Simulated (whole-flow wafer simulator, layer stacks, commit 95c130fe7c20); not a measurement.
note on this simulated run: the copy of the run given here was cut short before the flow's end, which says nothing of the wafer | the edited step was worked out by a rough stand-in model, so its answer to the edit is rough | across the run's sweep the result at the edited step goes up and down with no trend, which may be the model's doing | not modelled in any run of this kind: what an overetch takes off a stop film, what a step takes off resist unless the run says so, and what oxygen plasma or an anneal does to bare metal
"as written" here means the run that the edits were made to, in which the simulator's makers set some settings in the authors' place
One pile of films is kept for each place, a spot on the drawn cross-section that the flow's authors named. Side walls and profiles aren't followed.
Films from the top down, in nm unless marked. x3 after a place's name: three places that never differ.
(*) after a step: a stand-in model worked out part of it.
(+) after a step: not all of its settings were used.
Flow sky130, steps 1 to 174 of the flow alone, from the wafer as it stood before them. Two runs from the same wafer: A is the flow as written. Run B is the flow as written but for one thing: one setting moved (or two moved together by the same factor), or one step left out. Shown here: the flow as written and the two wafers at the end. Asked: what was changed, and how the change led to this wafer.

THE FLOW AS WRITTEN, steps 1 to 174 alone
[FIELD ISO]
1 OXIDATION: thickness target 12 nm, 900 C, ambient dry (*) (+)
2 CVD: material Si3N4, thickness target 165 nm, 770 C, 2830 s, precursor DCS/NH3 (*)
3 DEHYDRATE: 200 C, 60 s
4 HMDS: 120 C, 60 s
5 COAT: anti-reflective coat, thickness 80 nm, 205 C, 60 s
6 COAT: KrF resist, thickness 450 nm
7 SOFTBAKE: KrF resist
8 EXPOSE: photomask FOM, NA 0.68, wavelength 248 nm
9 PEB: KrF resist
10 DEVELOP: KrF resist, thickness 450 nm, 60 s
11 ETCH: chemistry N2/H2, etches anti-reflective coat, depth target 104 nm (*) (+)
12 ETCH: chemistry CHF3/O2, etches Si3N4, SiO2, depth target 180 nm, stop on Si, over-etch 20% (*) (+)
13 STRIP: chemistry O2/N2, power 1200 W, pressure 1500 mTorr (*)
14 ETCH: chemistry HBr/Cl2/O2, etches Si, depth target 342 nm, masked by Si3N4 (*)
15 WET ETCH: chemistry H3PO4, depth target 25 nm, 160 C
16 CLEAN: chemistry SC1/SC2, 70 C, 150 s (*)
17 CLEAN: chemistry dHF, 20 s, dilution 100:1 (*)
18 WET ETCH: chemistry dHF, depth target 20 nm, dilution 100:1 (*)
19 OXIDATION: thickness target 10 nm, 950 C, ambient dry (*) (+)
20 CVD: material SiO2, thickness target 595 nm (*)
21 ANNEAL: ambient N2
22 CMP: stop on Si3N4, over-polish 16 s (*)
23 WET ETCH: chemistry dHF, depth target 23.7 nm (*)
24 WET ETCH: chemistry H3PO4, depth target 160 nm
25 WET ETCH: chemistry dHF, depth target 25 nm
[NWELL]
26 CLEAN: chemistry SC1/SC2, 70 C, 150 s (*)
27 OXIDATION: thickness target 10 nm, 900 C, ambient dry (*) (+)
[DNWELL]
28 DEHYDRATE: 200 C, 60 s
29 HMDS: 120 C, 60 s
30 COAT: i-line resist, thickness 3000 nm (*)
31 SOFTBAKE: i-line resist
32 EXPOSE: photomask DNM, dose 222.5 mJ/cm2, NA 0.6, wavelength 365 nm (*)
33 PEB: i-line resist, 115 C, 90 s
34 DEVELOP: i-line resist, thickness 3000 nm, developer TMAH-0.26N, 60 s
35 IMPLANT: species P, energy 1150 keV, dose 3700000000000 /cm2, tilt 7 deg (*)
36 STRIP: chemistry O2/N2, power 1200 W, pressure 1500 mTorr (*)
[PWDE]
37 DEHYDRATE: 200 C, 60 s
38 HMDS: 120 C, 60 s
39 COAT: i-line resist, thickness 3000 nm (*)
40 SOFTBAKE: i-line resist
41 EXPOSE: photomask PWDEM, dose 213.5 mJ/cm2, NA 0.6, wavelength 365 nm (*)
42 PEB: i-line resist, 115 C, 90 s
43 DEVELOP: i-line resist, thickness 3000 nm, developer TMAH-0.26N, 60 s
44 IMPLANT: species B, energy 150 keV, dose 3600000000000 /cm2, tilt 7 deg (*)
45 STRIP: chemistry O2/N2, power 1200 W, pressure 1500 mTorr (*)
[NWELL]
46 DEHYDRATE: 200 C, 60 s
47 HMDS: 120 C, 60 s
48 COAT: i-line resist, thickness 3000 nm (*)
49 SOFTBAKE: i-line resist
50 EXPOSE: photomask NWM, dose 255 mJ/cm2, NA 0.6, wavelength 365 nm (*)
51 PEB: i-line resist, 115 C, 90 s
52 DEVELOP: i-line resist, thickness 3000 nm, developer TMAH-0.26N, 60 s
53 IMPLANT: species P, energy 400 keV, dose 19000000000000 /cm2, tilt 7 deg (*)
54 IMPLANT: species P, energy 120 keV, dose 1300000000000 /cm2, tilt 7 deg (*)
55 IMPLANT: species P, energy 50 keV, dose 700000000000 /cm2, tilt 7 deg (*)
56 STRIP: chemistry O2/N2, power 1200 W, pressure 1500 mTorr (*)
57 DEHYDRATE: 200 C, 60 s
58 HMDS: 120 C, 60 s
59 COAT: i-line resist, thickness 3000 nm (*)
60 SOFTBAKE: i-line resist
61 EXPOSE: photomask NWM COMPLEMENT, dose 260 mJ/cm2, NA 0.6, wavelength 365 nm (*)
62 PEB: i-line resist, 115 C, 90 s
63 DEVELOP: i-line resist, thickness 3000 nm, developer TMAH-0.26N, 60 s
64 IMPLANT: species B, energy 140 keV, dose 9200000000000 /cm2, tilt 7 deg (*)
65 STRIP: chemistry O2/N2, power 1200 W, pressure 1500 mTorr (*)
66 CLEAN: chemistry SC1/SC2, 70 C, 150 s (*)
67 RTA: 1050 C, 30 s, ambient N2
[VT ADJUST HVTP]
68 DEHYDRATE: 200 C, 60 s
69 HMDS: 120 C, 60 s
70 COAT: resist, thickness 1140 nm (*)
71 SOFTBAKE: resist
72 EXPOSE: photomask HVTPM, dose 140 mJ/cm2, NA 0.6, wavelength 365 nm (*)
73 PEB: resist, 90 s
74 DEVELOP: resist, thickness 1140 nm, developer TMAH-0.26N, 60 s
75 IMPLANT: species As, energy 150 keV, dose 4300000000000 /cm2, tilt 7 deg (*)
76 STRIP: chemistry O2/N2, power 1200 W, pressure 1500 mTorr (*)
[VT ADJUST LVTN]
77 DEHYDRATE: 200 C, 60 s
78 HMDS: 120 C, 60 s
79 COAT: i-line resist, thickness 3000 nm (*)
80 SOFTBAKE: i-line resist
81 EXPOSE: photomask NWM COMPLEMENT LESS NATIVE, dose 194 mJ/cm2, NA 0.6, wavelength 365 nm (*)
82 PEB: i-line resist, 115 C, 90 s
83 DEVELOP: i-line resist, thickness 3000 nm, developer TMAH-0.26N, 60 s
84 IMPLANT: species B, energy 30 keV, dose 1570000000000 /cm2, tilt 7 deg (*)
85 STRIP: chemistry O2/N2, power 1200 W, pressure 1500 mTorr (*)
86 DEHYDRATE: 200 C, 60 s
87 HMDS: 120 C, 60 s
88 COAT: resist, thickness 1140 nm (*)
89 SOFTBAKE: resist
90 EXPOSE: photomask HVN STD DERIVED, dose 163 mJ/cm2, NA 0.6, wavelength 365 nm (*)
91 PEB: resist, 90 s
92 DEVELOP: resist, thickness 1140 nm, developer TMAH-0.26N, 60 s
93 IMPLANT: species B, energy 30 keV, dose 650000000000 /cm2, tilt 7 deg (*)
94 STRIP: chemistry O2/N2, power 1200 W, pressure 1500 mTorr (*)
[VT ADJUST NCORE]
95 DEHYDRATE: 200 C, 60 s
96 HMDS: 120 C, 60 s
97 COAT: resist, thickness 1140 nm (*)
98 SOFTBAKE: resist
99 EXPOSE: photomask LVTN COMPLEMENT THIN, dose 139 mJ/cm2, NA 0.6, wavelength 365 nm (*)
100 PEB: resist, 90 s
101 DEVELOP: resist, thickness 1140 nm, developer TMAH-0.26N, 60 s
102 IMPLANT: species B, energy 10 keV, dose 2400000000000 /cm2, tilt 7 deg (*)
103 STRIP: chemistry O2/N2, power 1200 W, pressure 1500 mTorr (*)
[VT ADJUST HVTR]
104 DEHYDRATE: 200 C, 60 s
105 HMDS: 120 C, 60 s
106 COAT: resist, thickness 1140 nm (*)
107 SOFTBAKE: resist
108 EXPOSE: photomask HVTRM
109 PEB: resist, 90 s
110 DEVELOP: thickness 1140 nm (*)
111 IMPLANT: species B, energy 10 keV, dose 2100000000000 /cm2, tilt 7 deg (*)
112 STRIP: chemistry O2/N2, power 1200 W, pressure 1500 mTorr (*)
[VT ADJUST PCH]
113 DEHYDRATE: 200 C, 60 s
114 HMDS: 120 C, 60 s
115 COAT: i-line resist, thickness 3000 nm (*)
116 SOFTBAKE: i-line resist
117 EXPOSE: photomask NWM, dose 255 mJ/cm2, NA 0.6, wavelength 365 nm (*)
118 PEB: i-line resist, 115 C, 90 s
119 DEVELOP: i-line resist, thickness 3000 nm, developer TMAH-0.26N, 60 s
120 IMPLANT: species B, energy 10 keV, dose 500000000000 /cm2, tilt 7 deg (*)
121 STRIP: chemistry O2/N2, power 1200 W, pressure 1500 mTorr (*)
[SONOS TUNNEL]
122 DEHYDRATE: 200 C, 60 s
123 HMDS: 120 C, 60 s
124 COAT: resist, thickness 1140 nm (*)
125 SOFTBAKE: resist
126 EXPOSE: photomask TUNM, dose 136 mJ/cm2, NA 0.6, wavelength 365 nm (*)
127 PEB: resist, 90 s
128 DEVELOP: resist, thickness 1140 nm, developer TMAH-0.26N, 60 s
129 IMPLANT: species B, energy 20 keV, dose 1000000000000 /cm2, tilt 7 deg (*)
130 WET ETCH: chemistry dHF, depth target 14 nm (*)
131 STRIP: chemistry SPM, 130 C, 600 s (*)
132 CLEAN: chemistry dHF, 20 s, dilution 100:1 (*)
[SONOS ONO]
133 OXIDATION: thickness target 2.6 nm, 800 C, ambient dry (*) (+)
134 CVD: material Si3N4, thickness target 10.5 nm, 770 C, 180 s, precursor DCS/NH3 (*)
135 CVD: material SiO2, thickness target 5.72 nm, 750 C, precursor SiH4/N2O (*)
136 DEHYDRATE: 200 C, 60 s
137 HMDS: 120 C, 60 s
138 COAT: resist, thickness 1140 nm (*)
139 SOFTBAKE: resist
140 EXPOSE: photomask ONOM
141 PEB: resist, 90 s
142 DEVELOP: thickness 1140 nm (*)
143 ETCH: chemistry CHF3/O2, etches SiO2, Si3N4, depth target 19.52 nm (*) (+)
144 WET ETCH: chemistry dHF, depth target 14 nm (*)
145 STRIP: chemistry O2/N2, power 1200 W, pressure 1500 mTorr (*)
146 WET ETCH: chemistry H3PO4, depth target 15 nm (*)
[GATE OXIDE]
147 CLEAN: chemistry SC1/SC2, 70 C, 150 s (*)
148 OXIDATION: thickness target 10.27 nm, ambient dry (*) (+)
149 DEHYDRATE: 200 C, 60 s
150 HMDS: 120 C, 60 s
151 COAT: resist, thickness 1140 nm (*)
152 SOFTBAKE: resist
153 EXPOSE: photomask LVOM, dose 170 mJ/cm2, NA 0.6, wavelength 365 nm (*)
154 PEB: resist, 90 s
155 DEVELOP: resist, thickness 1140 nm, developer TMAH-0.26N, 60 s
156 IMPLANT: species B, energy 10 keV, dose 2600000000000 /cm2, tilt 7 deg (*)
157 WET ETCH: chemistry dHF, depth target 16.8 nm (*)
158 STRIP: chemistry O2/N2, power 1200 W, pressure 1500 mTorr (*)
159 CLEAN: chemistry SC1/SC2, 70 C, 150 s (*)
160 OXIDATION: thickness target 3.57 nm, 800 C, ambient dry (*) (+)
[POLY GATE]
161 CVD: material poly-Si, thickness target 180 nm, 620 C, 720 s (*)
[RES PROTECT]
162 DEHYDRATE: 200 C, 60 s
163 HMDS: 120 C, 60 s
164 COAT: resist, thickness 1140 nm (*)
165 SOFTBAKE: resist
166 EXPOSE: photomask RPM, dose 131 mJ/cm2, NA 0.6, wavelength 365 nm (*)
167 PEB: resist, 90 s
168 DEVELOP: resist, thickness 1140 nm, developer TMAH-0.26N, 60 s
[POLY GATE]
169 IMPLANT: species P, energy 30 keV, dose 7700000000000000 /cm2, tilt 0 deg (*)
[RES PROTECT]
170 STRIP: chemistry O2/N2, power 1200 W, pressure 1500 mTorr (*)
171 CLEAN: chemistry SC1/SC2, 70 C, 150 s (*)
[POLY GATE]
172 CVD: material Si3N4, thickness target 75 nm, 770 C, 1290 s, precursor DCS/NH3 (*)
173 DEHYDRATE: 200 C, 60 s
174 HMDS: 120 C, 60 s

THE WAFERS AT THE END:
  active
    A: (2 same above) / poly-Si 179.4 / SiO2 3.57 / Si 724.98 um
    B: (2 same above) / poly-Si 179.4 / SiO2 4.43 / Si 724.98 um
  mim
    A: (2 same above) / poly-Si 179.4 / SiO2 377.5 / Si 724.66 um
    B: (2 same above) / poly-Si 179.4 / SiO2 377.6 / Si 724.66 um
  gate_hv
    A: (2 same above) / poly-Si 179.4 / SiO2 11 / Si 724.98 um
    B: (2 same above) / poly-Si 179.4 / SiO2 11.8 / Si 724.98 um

The cause: step 160, OXIDATION: thickness target 4.43 nm was run, where the flow has thickness target 3.57 nm.
It can be read off the wafer: active has SiO2 4.43, and step 160 as written asks for 3.57 nm.

How the change led to this, step by step:
  160 OXIDATION: thickness target 3.57 nm, 800 C, ambient dry (*) (+)
      active, n_well, p_well x4 and 55 more: A SiO2 +3.57 (new film), chemical SiO2 -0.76 (all of it), Si -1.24 | B SiO2 +4.43 (new film), chemical SiO2 -0.76 (all of it), Si -1.62
      gate_hv, m1, pad and 37 more: A SiO2 +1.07, Si -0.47 | B SiO2 +1.88, Si -0.83
